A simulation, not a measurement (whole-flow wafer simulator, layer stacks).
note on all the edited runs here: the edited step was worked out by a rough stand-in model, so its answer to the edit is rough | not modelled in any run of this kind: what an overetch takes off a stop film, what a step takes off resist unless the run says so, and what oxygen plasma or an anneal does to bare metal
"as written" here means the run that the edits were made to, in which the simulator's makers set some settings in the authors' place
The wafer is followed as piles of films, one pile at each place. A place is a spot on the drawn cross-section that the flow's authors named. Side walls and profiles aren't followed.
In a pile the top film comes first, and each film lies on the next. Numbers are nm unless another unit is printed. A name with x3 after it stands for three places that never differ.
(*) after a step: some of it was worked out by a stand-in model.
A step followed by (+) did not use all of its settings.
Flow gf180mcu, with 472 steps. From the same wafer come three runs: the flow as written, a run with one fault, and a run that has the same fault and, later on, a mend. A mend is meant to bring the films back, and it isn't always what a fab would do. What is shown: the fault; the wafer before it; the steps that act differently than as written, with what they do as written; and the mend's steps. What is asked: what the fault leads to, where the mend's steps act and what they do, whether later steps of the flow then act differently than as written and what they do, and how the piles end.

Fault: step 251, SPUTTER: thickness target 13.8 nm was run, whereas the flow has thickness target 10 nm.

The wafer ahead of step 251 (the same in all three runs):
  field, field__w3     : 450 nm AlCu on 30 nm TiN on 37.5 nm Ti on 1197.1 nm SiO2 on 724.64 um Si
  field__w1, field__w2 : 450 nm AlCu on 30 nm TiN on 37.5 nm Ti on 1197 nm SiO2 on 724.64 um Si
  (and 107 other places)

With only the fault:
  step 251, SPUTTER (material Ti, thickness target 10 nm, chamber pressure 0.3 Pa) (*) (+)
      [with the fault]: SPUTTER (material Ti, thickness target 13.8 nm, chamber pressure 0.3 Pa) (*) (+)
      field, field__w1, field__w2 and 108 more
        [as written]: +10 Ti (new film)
        [with the fault]: +13.8 Ti (new film)
  Steps later in the flow that act otherwise than as written (5 more steps, not shown, differ only slightly: by at most 2% or 0.5 nm, whichever is larger):
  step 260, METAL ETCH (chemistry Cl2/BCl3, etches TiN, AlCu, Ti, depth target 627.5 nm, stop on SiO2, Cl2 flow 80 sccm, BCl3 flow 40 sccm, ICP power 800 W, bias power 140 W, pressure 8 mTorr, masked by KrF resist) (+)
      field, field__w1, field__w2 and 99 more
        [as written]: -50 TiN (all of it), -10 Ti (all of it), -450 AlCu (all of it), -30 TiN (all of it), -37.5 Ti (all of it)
        [with the fault]: -50 TiN (all of it), -13.8 Ti (all of it), -450 AlCu (all of it), -30 TiN (all of it), -37.5 Ti (all of it)
  The piles end different from the flow's at field__w8, contact, m1 and 6 more by more than 2% or 0.5 nm, whichever is larger.
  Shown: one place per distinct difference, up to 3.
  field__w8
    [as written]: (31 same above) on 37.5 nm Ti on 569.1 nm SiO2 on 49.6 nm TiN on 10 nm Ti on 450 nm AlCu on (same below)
    [with the fault]: (31 same above) on 37.5 nm Ti on 565.3 nm SiO2 on 49.6 nm TiN on 13.8 nm Ti on 450 nm AlCu on (same below)
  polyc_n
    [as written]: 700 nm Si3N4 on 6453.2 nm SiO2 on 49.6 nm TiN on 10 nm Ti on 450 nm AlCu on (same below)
    [with the fault]: 700 nm Si3N4 on 6449.4 nm SiO2 on 49.6 nm TiN on 13.8 nm Ti on 450 nm AlCu on (same below)
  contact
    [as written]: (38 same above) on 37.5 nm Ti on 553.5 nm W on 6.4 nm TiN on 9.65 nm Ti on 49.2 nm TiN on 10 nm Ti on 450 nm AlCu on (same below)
    [with the fault]: (38 same above) on 37.5 nm Ti on 549.7 nm W on 6.42 nm TiN on 9.67 nm Ti on 49.2 nm TiN on 13.8 nm Ti on 450 nm AlCu on (same below)

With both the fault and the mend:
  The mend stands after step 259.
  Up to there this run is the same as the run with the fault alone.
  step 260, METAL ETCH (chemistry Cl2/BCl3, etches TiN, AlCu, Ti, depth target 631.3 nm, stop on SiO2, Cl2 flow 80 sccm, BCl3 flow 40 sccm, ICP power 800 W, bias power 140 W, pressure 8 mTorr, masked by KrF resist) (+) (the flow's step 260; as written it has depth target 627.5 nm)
      field, field__w1, field__w2 and 99 more
        -50 TiN (all of it), -13.8 Ti (all of it), -450 AlCu (all of it), -30 TiN (all of it), -37.5 Ti (all of it)
      field__w8, contact, m1 and 6 more
        -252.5 KrF resist
  None of the later steps of the flow differs from how it acts as written, at any place that is followed, by more than 2% or 0.5 nm, whichever is larger.
  The piles end different from the flow's at field__w8, contact, m1 and 6 more by more than 2% or 0.5 nm, whichever is larger.
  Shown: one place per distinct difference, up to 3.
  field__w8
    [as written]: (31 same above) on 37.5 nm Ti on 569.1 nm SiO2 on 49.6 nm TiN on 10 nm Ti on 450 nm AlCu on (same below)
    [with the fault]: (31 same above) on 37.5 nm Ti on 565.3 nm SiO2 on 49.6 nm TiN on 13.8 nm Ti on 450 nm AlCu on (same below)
    [with the mend]: (31 same above) on 37.5 nm Ti on 565.3 nm SiO2 on 49.6 nm TiN on 13.8 nm Ti on 450 nm AlCu on (same below)
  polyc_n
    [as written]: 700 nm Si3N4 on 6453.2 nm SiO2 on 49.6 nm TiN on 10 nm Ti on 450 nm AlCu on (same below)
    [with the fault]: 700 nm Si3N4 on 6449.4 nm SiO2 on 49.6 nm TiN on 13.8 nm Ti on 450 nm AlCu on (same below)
    [with the mend]: 700 nm Si3N4 on 6449.4 nm SiO2 on 49.6 nm TiN on 13.8 nm Ti on 450 nm AlCu on (same below)
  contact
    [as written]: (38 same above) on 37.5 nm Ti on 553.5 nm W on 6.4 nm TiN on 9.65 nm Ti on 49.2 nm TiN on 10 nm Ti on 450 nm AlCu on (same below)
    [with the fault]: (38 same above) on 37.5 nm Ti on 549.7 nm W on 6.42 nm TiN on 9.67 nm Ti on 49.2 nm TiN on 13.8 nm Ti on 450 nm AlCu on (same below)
    [with the mend]: (38 same above) on 37.5 nm Ti on 549.7 nm W on 6.42 nm TiN on 9.67 nm Ti on 49.2 nm TiN on 13.8 nm Ti on 450 nm AlCu on (same below)
